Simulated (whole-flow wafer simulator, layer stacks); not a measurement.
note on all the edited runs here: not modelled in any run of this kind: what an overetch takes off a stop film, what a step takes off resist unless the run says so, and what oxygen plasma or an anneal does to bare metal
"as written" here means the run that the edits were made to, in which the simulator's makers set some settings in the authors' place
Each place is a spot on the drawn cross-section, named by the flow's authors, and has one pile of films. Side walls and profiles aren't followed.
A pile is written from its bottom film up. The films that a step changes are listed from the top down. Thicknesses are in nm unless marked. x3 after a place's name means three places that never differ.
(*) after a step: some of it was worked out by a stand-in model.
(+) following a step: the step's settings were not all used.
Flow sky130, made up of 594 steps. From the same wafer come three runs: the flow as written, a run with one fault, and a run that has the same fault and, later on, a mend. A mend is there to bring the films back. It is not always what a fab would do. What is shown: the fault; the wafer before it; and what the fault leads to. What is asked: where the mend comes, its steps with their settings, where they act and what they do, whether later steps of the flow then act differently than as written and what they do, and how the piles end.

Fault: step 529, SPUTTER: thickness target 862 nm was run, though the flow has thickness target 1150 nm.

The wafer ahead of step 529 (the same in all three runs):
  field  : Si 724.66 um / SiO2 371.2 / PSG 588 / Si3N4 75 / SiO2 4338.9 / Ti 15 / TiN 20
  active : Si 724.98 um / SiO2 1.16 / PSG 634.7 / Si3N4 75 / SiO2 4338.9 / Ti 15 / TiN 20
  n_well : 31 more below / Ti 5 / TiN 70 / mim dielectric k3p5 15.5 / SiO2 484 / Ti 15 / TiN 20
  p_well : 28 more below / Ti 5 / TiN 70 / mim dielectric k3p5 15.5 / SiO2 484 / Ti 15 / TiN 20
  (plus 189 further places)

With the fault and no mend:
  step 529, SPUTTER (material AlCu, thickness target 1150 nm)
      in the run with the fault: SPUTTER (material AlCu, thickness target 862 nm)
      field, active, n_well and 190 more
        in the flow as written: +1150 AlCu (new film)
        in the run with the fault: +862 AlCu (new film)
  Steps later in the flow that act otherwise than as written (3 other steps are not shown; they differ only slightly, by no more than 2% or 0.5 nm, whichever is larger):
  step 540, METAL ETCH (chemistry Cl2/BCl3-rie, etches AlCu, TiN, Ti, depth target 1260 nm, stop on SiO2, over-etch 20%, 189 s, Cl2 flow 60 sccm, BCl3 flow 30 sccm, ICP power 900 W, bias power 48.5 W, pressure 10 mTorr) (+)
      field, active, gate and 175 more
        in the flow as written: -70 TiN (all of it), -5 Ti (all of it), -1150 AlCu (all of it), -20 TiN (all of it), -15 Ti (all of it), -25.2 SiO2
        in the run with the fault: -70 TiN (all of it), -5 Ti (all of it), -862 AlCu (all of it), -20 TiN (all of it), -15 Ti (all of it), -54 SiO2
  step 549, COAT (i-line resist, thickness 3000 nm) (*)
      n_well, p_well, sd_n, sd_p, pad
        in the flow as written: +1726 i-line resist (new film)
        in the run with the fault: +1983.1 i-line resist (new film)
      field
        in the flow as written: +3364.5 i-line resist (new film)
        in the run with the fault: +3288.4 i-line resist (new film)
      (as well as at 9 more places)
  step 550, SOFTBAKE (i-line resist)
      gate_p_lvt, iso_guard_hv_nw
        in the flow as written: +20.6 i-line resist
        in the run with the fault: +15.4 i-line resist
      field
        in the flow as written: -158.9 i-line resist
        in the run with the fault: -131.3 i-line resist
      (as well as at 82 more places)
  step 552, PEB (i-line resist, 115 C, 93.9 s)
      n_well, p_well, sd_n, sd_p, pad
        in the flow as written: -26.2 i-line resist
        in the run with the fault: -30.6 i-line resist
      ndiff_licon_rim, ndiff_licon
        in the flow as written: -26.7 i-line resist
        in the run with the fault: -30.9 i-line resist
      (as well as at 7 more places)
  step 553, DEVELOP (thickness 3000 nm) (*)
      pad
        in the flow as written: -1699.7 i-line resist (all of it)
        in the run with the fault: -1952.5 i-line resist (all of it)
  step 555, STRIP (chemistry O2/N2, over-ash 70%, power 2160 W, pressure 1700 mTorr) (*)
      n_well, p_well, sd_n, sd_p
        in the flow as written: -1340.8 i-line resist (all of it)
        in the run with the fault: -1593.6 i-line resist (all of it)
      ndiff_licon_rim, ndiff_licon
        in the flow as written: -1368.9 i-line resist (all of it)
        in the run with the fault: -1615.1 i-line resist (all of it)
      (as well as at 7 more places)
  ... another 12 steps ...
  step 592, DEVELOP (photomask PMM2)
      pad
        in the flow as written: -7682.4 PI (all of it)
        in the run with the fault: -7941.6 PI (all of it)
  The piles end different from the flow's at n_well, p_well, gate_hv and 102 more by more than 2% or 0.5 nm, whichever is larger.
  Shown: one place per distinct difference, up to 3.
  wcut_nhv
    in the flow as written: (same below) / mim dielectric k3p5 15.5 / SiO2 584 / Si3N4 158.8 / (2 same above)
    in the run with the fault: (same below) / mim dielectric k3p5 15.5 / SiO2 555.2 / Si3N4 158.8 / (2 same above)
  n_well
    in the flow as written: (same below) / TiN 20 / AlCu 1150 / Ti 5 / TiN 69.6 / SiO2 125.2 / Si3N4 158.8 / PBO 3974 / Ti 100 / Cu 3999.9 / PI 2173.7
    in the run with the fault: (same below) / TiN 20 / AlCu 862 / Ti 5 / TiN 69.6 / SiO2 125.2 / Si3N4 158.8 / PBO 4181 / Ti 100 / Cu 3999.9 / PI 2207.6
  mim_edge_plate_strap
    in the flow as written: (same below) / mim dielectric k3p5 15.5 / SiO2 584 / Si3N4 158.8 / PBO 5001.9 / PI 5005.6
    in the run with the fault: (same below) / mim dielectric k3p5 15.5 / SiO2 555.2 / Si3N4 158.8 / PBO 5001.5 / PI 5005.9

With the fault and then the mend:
  The mend follows step 529.
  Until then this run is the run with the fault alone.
  step 529a, SPUTTER (material AlCu, thickness target 288 nm) (the flow's step 529 again, with other settings)
      field, active, n_well and 190 more
        +288 AlCu
  Later steps of the flow that are run all act as written at every place that is followed.
  By the end, the piles equal the flow's at every place that both follow.
